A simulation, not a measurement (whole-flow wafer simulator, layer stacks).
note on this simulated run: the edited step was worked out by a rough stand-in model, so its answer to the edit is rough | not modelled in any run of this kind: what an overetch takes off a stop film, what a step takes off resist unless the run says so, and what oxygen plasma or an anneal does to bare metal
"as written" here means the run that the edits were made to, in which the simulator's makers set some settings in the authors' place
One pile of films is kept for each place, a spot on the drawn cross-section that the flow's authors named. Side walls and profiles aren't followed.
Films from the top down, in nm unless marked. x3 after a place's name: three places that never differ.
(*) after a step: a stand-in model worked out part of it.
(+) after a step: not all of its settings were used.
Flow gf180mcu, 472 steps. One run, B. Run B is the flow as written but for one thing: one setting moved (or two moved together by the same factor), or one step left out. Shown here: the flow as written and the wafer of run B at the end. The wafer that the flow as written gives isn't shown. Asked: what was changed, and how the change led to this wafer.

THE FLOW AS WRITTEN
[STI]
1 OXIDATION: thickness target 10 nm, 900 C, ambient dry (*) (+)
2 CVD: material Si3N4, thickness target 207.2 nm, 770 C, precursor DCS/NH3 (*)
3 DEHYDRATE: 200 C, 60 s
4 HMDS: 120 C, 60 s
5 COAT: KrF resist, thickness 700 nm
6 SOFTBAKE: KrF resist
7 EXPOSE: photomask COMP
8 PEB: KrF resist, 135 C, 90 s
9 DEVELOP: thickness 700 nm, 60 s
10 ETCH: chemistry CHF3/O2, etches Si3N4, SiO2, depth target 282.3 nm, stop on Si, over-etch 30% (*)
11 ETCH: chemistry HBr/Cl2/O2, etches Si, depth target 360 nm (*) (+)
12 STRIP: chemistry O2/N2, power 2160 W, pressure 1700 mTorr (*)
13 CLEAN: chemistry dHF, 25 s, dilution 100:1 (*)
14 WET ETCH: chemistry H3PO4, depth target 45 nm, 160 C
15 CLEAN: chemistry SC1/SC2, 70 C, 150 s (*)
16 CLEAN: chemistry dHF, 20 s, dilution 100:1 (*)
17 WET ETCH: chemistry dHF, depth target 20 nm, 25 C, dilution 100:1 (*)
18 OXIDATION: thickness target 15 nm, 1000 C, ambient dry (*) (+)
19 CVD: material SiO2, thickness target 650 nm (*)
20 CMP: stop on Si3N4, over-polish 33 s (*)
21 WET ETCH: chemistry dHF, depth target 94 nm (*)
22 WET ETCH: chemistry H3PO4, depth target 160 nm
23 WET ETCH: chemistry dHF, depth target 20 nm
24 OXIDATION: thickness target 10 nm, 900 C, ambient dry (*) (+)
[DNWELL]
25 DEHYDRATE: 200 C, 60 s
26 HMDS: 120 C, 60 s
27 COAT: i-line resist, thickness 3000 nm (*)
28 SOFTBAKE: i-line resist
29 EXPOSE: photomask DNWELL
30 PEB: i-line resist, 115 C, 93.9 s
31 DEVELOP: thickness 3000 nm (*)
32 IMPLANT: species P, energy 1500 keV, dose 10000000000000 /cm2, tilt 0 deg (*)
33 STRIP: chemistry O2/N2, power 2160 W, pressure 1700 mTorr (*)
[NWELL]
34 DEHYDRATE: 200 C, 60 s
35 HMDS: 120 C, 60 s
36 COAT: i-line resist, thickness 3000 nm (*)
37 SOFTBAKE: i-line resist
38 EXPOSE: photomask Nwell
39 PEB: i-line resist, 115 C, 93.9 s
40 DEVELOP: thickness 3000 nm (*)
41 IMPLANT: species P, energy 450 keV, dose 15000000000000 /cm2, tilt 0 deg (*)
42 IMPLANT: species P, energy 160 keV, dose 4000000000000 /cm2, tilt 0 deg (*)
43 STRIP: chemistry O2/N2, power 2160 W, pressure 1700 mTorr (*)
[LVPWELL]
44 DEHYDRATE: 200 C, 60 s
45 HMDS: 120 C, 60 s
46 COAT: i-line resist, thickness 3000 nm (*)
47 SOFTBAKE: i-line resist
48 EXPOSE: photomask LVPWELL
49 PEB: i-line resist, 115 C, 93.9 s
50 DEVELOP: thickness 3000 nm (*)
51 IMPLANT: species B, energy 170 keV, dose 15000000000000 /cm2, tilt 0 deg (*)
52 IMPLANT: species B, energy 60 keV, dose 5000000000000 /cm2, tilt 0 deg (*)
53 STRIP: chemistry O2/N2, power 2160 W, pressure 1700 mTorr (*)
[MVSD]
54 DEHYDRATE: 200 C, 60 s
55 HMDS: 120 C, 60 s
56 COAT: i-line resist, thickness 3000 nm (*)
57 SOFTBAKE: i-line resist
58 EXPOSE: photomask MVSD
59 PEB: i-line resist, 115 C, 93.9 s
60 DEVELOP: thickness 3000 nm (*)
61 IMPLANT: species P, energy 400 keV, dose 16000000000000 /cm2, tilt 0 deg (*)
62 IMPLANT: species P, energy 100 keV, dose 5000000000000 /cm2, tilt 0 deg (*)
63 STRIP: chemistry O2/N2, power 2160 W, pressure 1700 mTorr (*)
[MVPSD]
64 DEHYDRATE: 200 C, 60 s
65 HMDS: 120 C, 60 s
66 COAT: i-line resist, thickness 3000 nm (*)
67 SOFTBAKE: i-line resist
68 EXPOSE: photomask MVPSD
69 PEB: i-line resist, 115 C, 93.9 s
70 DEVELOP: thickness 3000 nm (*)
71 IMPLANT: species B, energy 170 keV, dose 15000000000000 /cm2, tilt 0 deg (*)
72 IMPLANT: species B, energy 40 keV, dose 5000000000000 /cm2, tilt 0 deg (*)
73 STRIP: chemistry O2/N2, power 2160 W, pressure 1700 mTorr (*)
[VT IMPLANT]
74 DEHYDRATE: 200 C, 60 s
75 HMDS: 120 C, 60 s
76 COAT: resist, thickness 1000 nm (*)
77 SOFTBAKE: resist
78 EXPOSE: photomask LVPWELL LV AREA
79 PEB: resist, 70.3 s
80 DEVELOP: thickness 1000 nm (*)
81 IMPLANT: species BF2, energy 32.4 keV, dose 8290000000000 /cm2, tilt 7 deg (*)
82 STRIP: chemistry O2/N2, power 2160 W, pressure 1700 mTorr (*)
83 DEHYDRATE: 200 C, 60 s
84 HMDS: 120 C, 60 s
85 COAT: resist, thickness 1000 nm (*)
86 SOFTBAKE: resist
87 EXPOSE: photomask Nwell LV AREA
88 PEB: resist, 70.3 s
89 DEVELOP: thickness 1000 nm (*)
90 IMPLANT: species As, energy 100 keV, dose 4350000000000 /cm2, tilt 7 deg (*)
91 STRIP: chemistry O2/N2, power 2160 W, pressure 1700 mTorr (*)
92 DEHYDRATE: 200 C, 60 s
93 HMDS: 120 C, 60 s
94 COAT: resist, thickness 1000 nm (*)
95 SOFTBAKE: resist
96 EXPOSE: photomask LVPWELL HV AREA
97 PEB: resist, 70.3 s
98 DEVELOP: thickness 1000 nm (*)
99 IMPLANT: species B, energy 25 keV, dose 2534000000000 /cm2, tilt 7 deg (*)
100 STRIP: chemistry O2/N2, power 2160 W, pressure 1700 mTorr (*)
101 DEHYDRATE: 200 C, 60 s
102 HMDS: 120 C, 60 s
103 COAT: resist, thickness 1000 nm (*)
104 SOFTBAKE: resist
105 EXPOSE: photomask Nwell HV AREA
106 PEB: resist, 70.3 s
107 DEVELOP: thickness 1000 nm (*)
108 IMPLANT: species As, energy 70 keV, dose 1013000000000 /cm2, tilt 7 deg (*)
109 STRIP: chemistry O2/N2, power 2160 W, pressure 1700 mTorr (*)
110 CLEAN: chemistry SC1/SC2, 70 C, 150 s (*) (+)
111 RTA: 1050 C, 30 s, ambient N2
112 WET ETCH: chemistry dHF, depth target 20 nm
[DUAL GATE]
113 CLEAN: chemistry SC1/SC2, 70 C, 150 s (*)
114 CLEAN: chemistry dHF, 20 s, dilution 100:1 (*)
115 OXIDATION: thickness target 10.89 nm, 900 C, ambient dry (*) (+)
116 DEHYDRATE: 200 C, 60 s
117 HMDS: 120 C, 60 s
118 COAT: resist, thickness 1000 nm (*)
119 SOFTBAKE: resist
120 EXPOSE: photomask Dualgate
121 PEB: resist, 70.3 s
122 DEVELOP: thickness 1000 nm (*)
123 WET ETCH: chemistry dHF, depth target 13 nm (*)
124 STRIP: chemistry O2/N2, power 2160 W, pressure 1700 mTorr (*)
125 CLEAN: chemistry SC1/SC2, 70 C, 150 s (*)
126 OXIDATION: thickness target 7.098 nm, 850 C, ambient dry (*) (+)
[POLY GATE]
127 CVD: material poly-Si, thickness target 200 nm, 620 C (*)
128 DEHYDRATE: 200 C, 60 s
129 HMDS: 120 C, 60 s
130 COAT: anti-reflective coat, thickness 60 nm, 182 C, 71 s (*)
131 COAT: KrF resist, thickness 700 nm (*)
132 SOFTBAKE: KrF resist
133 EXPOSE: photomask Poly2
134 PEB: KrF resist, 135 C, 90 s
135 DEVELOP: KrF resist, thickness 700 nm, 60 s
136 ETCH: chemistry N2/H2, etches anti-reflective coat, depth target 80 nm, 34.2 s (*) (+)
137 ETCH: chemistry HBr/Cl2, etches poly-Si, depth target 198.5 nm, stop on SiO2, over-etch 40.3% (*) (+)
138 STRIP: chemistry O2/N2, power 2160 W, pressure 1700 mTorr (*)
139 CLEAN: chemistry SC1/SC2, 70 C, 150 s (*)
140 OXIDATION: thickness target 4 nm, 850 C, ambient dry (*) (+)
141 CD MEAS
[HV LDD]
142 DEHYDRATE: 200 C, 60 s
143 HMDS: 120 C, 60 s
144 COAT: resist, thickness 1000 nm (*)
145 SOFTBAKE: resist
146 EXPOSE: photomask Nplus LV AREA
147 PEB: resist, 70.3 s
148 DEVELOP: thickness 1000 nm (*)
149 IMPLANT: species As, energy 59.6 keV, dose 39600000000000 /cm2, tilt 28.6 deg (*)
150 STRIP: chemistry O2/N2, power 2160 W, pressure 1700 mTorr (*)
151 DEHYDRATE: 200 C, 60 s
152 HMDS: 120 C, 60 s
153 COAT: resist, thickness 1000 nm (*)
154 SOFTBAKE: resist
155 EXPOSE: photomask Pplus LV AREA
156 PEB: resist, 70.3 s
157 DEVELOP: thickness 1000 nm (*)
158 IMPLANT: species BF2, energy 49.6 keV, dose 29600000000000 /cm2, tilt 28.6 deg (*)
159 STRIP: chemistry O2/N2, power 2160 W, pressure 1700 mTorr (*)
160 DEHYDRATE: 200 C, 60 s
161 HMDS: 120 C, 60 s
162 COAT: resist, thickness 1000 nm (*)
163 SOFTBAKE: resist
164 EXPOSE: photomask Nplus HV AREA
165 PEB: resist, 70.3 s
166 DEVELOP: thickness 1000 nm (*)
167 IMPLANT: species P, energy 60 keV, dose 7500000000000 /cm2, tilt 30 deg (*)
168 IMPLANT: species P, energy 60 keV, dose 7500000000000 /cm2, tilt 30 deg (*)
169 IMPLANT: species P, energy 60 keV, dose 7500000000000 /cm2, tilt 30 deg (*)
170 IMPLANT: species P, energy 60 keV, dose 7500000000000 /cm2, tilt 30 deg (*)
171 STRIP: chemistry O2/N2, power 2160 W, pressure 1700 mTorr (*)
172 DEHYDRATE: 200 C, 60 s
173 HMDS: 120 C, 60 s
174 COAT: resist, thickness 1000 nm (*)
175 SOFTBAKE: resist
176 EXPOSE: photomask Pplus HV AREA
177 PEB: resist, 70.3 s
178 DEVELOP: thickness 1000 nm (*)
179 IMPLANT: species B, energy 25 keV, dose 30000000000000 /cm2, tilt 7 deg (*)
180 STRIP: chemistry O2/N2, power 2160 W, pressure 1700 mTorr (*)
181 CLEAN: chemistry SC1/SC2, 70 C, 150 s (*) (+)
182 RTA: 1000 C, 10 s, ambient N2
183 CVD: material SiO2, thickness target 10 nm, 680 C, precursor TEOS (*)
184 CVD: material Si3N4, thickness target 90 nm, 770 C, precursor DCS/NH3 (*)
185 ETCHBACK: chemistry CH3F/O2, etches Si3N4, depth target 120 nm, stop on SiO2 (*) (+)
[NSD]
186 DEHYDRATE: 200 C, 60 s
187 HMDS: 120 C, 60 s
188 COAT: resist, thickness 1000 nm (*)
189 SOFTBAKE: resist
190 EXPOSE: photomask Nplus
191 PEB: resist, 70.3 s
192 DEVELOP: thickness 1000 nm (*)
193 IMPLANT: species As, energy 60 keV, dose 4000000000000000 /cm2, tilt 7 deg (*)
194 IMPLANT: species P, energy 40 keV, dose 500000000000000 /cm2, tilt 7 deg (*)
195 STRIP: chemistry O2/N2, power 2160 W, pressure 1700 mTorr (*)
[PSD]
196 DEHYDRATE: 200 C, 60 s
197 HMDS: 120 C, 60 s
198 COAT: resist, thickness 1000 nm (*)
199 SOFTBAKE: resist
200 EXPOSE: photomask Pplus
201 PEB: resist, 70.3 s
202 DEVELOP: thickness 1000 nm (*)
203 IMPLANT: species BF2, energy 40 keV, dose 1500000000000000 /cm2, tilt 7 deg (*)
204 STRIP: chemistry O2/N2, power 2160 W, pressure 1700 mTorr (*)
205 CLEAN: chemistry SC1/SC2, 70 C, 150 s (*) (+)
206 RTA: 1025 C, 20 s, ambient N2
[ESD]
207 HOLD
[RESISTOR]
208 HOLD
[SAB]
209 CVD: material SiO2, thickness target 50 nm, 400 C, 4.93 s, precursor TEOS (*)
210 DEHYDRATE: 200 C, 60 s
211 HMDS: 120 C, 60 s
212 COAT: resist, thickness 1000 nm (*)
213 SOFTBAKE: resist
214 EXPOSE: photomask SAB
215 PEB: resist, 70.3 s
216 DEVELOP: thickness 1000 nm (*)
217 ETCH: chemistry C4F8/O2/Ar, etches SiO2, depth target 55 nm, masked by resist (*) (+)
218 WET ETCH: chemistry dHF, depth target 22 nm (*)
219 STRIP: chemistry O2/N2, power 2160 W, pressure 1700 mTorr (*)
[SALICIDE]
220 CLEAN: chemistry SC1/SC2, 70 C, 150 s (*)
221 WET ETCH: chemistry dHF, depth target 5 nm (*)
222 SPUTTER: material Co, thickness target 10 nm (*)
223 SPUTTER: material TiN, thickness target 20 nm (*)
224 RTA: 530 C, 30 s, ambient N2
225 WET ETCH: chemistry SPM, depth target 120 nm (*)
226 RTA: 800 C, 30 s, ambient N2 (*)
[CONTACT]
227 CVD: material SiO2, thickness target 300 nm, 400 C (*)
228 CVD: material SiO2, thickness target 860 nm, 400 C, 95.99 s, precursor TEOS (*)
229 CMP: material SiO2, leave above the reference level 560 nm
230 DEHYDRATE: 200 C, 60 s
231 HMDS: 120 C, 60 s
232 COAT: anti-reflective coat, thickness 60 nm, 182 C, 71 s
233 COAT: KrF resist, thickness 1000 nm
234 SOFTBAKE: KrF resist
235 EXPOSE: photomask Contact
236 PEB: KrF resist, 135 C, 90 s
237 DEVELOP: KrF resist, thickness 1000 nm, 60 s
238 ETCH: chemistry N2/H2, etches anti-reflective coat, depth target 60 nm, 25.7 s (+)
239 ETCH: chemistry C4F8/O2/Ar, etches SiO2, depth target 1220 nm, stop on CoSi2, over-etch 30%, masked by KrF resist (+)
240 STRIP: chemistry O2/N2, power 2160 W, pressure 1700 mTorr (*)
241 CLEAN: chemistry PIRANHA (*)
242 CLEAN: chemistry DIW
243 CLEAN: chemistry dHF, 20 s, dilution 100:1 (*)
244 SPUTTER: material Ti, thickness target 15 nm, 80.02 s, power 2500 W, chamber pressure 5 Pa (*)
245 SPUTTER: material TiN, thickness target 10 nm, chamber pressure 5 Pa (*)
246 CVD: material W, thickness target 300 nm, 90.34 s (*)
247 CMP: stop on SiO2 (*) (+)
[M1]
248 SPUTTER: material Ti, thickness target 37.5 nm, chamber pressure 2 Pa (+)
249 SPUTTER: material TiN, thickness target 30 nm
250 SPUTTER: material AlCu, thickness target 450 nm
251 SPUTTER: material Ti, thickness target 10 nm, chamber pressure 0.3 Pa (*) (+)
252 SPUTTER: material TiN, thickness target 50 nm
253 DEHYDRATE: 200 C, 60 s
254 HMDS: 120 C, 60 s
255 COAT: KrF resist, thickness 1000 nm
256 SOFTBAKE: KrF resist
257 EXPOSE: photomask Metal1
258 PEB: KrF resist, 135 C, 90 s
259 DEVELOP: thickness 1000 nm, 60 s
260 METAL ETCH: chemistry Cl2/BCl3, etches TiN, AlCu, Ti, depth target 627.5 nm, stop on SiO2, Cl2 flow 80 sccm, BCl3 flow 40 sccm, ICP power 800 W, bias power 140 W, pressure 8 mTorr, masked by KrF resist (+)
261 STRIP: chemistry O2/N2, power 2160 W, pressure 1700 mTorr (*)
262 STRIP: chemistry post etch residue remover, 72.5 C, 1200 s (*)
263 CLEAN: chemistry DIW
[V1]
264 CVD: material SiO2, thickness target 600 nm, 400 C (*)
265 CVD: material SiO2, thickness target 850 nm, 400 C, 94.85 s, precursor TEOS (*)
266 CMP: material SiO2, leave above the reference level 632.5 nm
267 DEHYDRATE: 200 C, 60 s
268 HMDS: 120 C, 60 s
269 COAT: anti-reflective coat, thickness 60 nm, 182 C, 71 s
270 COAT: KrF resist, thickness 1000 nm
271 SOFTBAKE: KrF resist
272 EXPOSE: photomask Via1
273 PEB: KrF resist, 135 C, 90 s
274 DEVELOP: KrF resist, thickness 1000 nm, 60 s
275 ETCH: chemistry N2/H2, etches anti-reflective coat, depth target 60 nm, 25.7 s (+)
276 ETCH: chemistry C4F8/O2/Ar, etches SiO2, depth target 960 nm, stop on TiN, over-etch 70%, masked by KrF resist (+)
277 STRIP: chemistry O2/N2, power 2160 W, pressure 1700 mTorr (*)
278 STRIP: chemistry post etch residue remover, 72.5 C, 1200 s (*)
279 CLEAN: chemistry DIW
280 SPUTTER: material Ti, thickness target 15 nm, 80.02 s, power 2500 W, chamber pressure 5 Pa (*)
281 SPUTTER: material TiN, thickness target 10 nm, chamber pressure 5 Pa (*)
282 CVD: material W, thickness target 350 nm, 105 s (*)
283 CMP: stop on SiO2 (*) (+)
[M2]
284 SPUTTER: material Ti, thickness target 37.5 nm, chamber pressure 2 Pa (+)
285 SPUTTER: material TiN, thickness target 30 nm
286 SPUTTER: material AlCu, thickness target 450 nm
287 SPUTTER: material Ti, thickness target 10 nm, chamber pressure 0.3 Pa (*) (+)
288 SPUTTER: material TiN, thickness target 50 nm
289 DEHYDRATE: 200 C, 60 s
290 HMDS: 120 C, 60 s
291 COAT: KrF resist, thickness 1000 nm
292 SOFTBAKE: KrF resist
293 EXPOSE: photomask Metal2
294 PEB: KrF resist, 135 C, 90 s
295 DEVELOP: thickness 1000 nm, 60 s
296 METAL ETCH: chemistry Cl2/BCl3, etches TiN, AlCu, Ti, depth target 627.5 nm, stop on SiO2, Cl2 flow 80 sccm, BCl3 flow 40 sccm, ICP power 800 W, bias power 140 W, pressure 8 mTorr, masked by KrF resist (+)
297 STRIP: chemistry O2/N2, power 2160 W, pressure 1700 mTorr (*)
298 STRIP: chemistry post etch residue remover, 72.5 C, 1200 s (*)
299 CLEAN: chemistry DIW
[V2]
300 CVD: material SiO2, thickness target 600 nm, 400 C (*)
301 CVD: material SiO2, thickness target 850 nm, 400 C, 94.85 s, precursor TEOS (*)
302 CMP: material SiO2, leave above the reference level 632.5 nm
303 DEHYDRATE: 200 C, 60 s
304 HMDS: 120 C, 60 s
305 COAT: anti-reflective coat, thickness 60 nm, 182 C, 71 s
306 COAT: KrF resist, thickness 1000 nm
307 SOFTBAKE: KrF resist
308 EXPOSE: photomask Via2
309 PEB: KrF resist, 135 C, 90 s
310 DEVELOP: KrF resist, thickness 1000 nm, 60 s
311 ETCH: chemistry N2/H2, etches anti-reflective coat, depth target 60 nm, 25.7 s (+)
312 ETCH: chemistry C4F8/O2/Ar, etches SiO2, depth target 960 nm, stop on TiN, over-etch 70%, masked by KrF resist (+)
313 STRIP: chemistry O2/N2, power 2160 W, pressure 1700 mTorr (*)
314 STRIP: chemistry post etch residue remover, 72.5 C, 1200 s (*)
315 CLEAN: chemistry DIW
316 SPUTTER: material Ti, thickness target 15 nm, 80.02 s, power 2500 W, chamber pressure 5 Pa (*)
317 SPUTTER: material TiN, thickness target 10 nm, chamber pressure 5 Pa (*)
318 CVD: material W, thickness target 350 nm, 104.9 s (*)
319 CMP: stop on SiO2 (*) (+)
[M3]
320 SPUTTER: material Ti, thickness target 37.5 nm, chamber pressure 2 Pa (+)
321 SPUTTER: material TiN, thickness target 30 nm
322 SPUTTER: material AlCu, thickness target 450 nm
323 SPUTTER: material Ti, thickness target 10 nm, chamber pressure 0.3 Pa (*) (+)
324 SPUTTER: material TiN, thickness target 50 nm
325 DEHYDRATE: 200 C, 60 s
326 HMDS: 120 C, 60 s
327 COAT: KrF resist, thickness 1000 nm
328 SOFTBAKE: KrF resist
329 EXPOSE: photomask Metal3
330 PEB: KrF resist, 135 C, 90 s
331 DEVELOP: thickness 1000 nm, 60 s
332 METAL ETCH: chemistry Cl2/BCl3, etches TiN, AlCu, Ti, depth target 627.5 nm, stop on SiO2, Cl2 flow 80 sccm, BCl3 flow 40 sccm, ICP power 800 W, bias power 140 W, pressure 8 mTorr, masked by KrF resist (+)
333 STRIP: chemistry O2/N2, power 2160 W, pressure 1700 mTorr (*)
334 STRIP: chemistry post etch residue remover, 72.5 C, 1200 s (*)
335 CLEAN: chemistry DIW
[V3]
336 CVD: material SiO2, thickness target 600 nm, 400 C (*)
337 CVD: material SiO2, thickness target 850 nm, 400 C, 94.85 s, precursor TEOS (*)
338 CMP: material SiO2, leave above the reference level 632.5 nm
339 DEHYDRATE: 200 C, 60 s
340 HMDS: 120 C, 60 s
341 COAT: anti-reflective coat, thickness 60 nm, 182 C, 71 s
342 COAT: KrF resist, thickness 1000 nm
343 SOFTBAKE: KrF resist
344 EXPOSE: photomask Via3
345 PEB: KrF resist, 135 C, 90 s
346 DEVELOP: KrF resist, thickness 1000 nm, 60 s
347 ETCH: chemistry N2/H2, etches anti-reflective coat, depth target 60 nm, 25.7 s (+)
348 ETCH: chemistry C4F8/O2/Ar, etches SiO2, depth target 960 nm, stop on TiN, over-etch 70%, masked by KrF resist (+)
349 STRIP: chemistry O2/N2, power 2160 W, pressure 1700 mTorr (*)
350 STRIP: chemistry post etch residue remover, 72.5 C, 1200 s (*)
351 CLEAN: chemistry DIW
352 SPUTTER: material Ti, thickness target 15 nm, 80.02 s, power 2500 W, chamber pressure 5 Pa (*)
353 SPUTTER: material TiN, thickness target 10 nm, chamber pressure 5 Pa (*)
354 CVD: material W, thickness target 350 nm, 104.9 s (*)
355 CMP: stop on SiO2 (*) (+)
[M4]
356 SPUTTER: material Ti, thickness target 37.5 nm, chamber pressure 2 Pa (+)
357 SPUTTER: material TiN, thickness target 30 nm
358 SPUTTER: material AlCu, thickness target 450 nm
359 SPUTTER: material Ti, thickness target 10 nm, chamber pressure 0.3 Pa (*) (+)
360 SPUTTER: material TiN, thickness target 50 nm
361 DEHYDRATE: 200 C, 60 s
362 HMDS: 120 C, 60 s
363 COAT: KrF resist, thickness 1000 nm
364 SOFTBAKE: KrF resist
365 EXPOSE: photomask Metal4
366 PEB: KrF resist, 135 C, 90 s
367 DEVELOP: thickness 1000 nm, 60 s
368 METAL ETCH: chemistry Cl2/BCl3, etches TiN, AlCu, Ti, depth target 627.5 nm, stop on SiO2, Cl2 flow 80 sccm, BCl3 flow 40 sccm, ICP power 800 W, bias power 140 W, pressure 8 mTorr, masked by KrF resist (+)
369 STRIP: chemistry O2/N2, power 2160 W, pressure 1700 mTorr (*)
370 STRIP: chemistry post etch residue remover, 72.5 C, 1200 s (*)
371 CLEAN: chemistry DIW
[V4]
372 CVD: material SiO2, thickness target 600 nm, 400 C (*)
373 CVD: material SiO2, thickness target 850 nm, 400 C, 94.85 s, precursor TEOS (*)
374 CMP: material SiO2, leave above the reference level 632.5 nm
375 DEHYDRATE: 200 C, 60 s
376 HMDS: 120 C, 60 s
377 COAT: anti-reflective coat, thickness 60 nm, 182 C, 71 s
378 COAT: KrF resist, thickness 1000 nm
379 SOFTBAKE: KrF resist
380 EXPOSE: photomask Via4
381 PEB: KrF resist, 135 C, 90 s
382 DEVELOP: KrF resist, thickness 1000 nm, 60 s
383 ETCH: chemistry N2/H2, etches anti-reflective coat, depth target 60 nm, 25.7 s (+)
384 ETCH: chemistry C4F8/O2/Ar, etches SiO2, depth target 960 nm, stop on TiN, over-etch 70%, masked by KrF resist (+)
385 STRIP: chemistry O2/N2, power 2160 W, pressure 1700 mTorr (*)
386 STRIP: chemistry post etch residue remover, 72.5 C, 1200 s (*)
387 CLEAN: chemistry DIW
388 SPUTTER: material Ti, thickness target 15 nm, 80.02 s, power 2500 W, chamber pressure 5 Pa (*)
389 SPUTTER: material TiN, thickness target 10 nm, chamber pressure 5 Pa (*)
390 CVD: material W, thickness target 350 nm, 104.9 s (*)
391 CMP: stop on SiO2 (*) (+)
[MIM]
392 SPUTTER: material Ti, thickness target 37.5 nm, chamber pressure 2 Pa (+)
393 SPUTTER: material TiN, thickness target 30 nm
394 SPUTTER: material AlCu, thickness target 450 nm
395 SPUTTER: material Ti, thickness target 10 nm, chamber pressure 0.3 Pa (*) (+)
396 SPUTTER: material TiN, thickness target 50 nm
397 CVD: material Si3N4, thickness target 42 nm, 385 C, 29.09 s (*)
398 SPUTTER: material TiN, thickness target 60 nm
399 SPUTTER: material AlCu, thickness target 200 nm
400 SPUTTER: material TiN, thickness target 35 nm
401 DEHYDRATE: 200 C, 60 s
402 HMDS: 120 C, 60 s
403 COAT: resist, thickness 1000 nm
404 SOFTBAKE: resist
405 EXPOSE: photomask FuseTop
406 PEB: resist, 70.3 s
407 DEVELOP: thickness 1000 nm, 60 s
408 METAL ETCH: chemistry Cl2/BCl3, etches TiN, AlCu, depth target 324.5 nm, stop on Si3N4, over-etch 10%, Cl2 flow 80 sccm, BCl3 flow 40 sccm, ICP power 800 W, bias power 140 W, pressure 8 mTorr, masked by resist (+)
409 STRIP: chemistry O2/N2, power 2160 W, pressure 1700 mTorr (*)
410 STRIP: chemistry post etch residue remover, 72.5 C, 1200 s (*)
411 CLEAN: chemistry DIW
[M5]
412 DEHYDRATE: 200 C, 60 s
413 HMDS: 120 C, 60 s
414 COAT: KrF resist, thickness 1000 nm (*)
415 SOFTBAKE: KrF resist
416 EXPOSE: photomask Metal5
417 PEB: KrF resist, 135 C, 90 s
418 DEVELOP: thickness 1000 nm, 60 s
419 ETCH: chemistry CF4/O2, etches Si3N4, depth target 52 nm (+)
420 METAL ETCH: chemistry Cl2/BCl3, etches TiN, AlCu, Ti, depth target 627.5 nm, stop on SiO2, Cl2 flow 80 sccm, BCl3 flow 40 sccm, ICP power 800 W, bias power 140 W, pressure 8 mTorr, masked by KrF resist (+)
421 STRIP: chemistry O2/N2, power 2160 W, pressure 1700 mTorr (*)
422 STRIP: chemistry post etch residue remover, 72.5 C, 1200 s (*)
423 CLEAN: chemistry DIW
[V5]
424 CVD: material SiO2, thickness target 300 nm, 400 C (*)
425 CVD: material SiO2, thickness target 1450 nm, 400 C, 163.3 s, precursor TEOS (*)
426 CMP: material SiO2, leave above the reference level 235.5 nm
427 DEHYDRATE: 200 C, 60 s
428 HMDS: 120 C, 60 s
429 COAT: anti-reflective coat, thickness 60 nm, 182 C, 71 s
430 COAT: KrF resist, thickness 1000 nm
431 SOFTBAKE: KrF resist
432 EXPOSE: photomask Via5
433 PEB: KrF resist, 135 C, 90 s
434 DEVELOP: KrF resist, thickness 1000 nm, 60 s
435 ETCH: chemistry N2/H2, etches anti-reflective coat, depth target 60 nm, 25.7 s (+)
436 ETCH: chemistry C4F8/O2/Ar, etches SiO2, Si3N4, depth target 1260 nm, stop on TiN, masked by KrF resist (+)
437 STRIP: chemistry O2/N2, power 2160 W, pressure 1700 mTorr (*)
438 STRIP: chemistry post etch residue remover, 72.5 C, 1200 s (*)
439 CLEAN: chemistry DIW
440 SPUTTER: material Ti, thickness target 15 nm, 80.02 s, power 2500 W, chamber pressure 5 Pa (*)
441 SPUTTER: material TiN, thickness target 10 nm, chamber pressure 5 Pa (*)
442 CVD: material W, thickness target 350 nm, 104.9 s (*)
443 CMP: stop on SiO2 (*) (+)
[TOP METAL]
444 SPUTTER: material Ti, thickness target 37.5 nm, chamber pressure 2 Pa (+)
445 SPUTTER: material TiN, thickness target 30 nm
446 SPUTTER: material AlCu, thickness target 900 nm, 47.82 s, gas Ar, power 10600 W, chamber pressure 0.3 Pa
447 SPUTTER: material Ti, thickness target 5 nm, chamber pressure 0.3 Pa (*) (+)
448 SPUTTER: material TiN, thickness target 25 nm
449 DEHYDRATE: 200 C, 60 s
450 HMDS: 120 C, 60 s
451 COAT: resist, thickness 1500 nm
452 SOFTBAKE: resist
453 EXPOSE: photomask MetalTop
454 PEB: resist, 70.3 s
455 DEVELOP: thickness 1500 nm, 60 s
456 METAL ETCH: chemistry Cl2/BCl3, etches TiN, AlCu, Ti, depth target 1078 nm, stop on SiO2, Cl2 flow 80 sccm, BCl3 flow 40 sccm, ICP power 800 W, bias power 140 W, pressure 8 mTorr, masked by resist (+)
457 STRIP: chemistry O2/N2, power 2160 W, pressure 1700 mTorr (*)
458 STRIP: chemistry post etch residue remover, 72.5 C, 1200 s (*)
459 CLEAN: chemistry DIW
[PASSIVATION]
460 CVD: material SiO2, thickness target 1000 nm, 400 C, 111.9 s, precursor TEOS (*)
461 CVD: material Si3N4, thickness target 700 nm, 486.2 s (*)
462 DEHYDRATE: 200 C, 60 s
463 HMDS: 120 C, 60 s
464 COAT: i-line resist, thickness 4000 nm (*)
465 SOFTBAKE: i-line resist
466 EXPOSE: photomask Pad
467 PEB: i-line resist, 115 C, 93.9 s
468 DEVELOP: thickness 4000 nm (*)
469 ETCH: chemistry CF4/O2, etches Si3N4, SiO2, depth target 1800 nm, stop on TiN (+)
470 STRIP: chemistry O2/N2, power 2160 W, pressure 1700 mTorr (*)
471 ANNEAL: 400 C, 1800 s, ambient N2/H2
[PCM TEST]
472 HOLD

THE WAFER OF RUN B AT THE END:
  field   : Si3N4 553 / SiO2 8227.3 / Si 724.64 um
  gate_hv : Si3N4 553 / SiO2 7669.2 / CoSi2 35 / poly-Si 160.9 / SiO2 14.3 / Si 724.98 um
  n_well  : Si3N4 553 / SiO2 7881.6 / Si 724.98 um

The cause: step 461, CVD: thickness target 553 nm was run, where the flow has thickness target 700 nm; step 461, CVD: 384.1 s was run, where the flow has 486.2 s.
It can be read off the wafer: field has Si3N4 553, and step 461 as written asks for 700 nm.

How the change led to this, step by step:
  461 CVD: material Si3N4, thickness target 700 nm, 486.2 s (*)
      field, field__w1, field__w2 and 109 more: Si3N4 +553 (new film) (as written it would be: Si3N4 +700 (new film))
  465 SOFTBAKE: i-line resist
      ld_fp_p, ld_drift_p: i-line resist +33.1 (as written it would be: i-line resist +33.8)
      field__w9: i-line resist +34.9 (as written it would be: i-line resist +35.7)
      (and at 18 more places)
  469 ETCH: chemistry CF4/O2, etches Si3N4, SiO2, depth target 1800 nm, stop on TiN (+)
      pad: Si3N4 -553 (all of it), SiO2 -1000 (all of it) (as written it would be: Si3N4 -700 (all of it), SiO2 -1000 (all of it))
